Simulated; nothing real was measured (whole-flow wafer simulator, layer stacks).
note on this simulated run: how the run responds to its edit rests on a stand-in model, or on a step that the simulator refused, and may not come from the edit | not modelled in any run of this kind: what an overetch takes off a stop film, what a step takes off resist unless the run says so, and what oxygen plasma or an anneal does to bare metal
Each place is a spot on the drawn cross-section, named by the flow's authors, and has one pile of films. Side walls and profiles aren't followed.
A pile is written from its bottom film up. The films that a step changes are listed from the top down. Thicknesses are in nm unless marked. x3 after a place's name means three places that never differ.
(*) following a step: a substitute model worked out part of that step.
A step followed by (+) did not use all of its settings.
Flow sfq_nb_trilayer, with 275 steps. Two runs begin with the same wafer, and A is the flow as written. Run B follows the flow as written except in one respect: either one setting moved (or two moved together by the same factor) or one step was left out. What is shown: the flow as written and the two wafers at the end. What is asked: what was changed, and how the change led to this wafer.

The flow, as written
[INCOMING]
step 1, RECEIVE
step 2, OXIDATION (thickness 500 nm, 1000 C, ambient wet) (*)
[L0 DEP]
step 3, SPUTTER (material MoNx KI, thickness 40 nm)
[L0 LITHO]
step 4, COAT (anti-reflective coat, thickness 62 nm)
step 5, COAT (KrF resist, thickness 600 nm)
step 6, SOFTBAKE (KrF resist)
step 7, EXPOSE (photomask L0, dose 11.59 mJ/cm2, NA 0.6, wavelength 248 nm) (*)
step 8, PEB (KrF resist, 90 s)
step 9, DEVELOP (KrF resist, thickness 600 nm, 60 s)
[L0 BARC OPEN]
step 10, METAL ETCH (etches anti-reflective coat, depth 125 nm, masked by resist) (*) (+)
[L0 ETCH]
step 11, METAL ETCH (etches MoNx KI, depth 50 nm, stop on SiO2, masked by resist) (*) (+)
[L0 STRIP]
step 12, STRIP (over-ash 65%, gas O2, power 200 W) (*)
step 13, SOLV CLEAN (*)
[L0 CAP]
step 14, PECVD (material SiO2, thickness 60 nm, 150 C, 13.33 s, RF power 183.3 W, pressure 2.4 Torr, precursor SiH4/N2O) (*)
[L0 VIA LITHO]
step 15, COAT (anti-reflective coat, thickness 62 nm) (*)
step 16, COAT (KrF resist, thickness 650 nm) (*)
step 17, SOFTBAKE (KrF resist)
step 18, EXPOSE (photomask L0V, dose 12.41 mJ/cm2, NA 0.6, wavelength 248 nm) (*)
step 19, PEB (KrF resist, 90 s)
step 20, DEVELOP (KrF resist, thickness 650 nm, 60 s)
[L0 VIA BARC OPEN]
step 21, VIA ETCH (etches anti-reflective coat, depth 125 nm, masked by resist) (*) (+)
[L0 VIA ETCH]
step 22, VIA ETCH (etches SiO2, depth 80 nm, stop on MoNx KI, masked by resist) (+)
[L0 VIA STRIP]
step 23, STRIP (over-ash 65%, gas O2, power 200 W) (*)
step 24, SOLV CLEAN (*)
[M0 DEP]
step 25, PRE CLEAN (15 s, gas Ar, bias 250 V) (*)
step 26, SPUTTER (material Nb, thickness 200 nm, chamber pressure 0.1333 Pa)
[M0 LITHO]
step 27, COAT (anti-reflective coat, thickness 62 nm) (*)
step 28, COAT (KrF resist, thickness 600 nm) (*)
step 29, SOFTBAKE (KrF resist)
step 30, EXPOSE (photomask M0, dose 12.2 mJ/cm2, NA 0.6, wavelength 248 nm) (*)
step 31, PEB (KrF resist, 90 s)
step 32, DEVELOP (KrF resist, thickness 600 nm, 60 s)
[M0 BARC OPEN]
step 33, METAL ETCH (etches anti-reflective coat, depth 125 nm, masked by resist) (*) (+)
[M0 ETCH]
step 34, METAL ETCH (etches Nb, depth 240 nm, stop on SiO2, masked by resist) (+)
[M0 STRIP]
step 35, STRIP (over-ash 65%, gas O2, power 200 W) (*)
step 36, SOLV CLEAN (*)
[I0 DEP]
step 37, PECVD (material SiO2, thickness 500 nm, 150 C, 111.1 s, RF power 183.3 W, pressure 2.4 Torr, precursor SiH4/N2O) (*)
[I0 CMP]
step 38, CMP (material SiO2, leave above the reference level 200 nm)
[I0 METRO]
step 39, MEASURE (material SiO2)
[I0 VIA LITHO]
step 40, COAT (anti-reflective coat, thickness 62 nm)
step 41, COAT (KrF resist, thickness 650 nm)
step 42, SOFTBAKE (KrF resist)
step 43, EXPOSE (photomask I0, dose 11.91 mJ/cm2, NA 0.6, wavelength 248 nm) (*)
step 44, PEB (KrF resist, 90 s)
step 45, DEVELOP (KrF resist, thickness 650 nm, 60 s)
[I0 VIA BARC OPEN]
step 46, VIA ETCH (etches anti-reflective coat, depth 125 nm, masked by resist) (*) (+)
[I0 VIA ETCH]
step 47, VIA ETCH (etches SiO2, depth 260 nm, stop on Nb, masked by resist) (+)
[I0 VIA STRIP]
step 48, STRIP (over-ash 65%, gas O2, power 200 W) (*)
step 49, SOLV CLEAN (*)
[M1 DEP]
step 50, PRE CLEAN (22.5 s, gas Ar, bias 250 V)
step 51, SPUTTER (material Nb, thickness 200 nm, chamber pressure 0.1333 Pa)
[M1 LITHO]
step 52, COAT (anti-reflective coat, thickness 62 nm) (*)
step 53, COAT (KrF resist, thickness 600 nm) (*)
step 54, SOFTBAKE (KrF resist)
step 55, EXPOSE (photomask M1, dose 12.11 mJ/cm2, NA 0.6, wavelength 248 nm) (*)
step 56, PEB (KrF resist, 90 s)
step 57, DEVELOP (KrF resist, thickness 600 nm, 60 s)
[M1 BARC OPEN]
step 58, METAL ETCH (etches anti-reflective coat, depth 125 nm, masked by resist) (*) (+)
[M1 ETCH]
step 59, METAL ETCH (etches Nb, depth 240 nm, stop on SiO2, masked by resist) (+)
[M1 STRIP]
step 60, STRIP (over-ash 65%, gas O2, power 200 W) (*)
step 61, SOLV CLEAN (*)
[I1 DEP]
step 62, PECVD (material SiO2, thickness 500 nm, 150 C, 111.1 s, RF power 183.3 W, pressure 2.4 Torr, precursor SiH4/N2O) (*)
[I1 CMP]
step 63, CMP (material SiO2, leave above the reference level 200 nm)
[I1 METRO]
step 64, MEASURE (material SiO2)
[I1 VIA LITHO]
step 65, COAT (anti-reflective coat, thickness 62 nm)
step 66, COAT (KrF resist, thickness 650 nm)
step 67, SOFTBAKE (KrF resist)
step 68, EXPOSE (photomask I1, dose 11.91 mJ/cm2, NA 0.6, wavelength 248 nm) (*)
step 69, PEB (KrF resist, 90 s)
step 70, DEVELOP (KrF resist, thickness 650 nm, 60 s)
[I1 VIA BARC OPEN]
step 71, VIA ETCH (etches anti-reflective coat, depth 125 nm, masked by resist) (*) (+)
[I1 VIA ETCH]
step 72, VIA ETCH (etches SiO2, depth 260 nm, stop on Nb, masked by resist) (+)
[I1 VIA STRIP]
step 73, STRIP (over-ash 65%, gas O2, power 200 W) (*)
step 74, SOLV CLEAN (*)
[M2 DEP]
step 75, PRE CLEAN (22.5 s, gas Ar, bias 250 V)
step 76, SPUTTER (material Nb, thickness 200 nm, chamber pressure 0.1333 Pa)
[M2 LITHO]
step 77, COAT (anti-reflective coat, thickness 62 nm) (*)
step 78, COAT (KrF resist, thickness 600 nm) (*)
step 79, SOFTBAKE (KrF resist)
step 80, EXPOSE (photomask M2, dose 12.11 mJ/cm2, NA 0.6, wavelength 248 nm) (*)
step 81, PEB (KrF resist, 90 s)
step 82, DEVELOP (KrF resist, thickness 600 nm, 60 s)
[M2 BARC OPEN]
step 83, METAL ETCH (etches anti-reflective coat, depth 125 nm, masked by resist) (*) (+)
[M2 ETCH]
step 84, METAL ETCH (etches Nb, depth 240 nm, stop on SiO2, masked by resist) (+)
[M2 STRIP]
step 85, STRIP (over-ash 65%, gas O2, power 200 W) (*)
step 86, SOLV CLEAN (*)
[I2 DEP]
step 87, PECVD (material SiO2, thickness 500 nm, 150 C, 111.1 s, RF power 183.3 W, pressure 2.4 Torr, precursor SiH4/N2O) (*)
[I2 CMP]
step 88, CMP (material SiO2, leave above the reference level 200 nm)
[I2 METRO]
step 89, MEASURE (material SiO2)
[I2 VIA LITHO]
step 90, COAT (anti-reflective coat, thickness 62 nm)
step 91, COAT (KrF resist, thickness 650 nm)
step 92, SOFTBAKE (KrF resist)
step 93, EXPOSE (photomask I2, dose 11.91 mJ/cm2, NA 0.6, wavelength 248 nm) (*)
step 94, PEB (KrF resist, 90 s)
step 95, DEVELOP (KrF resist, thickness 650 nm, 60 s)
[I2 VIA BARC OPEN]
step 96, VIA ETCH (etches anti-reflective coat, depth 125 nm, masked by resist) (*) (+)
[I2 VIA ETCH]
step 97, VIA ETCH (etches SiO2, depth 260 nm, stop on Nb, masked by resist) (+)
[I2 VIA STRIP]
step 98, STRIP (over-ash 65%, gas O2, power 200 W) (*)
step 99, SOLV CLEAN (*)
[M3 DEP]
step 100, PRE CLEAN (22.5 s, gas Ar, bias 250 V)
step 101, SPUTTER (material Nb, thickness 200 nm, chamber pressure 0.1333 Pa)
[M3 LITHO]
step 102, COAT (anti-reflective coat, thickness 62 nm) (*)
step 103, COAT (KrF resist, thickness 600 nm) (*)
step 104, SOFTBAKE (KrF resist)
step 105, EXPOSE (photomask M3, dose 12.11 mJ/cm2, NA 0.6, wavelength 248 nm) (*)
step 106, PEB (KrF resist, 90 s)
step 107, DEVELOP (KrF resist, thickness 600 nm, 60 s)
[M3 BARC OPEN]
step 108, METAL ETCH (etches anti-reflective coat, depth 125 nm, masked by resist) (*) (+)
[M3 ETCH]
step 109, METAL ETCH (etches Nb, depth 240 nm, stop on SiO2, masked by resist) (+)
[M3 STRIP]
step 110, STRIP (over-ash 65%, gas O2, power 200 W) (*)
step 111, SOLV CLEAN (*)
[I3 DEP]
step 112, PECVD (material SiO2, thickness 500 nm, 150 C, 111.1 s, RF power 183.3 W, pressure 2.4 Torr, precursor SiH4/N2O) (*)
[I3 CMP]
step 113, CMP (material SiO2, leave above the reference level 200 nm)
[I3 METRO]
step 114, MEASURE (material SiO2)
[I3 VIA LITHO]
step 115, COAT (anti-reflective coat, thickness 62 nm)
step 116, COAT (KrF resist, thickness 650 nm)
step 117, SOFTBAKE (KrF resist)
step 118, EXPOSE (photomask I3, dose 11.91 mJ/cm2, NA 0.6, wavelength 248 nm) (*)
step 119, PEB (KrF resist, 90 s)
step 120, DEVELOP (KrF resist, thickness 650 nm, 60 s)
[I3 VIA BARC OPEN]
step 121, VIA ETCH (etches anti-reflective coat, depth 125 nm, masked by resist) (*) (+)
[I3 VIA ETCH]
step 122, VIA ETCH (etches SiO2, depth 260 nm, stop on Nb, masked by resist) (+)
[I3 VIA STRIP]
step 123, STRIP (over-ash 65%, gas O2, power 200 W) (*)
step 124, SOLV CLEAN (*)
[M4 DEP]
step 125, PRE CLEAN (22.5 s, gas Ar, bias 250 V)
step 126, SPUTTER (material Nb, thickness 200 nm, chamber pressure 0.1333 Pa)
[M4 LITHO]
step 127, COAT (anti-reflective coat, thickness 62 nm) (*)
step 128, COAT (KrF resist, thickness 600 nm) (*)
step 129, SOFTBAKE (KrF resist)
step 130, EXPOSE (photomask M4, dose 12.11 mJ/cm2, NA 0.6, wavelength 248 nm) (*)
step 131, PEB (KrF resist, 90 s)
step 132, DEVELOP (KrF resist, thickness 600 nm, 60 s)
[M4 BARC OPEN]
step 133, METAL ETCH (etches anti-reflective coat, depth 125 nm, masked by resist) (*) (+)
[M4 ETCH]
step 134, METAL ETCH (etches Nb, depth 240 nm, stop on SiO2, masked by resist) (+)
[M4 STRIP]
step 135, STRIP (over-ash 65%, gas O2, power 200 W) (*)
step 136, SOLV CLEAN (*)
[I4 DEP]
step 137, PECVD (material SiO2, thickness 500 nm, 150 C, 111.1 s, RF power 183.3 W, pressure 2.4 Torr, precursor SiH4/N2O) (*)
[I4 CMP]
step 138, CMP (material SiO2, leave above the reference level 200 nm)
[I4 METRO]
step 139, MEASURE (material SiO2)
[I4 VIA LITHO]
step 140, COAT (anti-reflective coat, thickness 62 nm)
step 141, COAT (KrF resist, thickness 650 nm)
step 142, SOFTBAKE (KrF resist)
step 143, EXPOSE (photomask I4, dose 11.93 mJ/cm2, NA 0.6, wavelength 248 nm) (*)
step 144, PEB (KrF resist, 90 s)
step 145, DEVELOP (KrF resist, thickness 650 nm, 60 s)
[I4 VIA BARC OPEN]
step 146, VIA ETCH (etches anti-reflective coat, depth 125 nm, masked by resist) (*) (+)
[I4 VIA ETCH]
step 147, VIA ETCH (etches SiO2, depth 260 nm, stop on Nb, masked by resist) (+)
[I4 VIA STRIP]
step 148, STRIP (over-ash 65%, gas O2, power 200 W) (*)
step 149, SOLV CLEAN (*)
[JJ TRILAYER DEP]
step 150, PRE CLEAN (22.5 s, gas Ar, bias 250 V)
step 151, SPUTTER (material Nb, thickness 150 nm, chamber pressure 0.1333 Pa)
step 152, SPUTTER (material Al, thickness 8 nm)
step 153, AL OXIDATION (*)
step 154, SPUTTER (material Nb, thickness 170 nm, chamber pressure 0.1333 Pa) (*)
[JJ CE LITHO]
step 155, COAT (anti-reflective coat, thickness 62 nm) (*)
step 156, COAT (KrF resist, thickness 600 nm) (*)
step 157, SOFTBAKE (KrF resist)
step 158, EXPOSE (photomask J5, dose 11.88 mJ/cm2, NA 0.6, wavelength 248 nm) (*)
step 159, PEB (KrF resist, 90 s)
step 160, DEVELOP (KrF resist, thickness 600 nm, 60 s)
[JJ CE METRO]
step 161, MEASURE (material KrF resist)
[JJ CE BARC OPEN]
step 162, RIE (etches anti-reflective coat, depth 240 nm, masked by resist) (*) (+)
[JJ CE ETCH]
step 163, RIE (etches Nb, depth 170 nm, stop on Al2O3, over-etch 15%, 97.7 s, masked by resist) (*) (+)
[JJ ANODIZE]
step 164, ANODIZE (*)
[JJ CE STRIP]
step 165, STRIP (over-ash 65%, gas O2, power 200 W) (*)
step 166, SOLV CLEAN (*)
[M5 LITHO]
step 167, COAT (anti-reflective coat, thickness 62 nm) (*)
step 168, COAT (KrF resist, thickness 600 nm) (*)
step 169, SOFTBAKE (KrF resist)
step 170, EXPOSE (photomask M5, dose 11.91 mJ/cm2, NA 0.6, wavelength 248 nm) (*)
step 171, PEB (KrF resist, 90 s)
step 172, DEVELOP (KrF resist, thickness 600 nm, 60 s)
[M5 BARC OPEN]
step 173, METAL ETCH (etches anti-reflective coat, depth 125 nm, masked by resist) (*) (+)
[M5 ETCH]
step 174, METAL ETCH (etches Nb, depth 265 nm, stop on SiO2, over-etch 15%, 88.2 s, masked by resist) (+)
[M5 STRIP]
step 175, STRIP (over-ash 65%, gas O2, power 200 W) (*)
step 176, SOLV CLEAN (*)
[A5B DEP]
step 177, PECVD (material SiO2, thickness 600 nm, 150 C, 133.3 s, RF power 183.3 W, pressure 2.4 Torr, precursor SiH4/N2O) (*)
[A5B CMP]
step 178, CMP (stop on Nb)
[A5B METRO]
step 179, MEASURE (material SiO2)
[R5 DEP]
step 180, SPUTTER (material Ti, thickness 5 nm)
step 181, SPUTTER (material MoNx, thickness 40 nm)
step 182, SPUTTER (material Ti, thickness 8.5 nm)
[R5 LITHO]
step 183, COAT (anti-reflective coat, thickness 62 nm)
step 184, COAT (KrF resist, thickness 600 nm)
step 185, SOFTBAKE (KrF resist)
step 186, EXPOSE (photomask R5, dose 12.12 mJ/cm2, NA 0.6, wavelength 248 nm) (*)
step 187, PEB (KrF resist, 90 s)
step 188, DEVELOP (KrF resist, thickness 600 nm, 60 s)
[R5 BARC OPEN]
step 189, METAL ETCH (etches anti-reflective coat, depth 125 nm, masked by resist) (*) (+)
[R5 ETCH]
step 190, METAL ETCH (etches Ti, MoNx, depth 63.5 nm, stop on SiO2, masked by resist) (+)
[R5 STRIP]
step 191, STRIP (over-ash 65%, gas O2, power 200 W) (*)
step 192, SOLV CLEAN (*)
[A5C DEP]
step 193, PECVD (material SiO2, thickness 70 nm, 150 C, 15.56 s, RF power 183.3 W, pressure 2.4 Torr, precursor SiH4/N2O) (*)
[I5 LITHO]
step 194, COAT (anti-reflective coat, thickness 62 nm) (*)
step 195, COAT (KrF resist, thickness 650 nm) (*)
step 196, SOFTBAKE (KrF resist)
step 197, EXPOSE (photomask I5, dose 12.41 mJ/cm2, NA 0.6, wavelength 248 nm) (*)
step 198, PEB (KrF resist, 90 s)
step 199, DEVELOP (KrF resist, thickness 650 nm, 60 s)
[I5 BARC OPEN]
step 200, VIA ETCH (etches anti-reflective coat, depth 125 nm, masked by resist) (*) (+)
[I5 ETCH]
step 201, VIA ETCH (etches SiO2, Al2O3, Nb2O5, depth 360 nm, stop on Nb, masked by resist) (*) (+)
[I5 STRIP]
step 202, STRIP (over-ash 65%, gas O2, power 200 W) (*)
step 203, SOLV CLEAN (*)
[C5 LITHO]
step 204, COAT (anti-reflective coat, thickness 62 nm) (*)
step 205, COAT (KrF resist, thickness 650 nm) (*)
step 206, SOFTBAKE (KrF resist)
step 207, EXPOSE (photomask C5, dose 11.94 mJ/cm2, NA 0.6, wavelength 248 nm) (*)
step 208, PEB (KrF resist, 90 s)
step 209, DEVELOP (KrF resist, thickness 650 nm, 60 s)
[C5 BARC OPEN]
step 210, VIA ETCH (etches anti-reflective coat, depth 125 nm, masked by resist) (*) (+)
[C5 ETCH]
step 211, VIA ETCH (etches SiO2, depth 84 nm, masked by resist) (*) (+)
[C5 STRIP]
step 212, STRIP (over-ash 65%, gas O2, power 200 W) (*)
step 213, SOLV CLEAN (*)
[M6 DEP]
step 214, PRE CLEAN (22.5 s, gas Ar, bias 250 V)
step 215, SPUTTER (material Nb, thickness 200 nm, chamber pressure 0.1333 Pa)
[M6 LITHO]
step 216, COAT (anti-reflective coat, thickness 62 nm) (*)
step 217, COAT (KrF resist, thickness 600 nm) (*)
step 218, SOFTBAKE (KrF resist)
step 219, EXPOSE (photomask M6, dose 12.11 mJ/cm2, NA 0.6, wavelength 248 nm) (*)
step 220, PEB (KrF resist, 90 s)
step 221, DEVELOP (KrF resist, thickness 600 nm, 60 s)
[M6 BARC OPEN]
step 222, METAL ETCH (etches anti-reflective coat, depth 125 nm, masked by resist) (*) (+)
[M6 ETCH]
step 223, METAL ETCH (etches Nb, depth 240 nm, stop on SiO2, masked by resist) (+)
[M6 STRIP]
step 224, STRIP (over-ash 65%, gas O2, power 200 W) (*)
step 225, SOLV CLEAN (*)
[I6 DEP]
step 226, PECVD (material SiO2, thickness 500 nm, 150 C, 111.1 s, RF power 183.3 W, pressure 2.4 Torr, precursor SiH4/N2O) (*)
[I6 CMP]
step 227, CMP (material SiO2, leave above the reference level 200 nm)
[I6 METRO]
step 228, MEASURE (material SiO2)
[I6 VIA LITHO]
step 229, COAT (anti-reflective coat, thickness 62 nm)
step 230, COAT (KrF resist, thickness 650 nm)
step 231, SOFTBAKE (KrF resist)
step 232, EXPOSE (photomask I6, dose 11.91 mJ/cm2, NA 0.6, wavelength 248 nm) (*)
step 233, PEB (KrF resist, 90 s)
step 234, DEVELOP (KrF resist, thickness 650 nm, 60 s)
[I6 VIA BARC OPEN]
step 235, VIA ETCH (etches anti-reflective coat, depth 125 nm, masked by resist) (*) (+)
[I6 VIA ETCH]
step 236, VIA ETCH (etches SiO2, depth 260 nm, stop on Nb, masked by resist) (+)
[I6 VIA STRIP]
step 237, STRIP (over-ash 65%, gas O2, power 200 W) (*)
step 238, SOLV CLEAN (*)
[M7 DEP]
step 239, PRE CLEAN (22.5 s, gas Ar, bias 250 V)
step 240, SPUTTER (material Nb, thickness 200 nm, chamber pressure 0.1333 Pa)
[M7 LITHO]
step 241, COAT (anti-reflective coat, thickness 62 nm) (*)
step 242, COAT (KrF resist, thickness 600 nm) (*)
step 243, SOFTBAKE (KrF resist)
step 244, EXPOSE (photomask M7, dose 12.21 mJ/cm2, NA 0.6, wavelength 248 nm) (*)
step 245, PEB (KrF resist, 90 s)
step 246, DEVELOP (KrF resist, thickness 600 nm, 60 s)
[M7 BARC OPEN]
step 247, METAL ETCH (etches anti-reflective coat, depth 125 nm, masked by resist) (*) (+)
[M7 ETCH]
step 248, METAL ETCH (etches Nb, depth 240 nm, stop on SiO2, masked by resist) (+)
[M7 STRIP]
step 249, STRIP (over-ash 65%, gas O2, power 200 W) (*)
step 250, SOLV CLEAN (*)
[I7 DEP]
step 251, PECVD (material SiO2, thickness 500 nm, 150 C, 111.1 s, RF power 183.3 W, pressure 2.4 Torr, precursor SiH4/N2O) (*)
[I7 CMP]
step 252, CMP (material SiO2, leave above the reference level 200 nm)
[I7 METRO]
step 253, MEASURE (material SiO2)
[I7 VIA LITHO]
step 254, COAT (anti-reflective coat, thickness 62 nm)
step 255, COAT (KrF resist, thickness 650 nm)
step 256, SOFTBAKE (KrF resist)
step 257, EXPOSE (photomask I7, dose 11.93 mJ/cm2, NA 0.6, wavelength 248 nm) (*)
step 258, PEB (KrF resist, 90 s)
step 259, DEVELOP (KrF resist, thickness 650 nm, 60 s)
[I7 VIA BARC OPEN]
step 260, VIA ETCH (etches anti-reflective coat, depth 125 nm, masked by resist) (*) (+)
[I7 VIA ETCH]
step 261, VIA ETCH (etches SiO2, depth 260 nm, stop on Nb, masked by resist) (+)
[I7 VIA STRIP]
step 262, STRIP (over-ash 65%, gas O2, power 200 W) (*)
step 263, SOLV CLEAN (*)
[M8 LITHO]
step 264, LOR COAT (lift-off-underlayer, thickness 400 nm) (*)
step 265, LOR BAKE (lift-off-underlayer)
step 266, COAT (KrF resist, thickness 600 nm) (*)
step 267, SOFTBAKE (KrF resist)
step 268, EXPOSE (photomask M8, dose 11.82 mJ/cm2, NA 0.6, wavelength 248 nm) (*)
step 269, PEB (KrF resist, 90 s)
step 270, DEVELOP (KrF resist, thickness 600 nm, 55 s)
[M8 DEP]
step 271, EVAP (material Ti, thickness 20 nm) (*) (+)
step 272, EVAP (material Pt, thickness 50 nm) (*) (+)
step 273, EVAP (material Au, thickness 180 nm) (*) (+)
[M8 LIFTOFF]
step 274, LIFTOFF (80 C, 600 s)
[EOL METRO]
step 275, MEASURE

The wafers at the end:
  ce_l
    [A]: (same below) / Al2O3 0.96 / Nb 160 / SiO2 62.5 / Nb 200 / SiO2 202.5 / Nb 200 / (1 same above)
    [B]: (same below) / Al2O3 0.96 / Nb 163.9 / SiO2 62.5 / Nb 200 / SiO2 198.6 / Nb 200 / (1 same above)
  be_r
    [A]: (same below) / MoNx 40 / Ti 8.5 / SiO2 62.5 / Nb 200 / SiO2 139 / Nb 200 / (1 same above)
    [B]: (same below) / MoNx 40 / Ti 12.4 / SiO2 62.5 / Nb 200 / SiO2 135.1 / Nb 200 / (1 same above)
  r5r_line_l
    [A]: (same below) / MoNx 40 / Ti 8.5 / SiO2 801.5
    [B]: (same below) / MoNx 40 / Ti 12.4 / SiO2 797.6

What caused this: step 182, SPUTTER: thickness 12.4 nm was run, whereas the flow has thickness 8.5 nm.
The wafer lets one read it off: be_r has Ti 12.4, and step 182 as written asks for 8.5 nm.

How this came from the change, step by step:
  step 182, SPUTTER (material Ti, thickness 8.5 nm)
      field_l, v_sur, via_wl and 103 more: A +8.5 Ti (new film) | B +12.4 Ti (new film)
  step 190, METAL ETCH (etches Ti, MoNx, depth 63.5 nm, stop on SiO2, masked by resist) (+)
      field_l, v_sur, via_wl and 92 more: A -8.5 Ti (all of it), -40 MoNx (all of it), -5 Ti (all of it) | B -12.4 Ti (all of it), -40 MoNx (all of it), -5 Ti (all of it)
      ce_l, c5j, ce_r, wl_jj: A -8.5 Ti (all of it), -40 MoNx (all of it), -5 Ti (all of it), -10 Nb | B -12.4 Ti (all of it), -40 MoNx (all of it), -5 Ti (all of it), -6.1 Nb
  step 194, COAT (anti-reflective coat, thickness 62 nm) (*)
      ce_l: A +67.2 anti-reflective coat (new film) | B +65.4 anti-reflective coat (new film)
      ce_r: A +68.1 anti-reflective coat (new film) | B +66.1 anti-reflective coat (new film)
      (also at 1 further place)
  step 202, STRIP (over-ash 65%, gas O2, power 200 W) (*)
      ce_l: A -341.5 KrF resist (all of it), -67.2 anti-reflective coat (all of it) | B -340.4 KrF resist (all of it), -65.4 anti-reflective coat (all of it)
      ce_r: A -346.1 KrF resist (all of it), -68.1 anti-reflective coat (all of it) | B -345.6 KrF resist (all of it), -66.1 anti-reflective coat (all of it)
      (also at 1 further place)
  step 204, COAT (anti-reflective coat, thickness 62 nm) (*)
      ce_l: A +66 anti-reflective coat (new film) | B +64.3 anti-reflective coat (new film)
      ce_r: A +67.2 anti-reflective coat (new film) | B +65.3 anti-reflective coat (new film)
      (also at 1 further place)
  step 212, STRIP (over-ash 65%, gas O2, power 200 W) (*)
      ce_l: A -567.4 KrF resist (all of it), -66 anti-reflective coat (all of it) | B -566.7 KrF resist (all of it), -64.3 anti-reflective coat (all of it)
      ce_r: A -573.7 KrF resist (all of it), -67.2 anti-reflective coat (all of it) | B -573.5 KrF resist (all of it), -65.3 anti-reflective coat (all of it)
      (also at 1 further place)
  step 216, COAT (anti-reflective coat, thickness 62 nm) (*)
      r5r_spacepad_l, r5r_spacepad_r: A +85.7 anti-reflective coat (new film) | B +87.6 anti-reflective coat (new film)
      ce_l: A +48 anti-reflective coat (new film) | B +46.8 anti-reflective coat (new film)
      (also at 2 further places)
  step 222, METAL ETCH (etches anti-reflective coat, depth 125 nm, masked by resist) (*) (+)
      r5r_spacepad_l, r5r_spacepad_r: A -85.7 anti-reflective coat (all of it) | B -87.6 anti-reflective coat (all of it)
  step 224, STRIP (over-ash 65%, gas O2, power 200 W) (*)
      ce_l: A -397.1 KrF resist (all of it), -48 anti-reflective coat (all of it) | B -395.6 KrF resist (all of it), -46.8 anti-reflective coat (all of it)
      ce_r: A -403.5 KrF resist (all of it), -48.8 anti-reflective coat (all of it) | B -402.5 KrF resist (all of it), -47.6 anti-reflective coat (all of it)
      (also at 1 further place)
  step 227, CMP (material SiO2, leave above the reference level 200 nm)
      r5r_line_l, r5r_spacepad_l, r5r_spacepad_r, r5r_line_c, r5r_line_r: A -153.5 SiO2 | B -157.4 SiO2
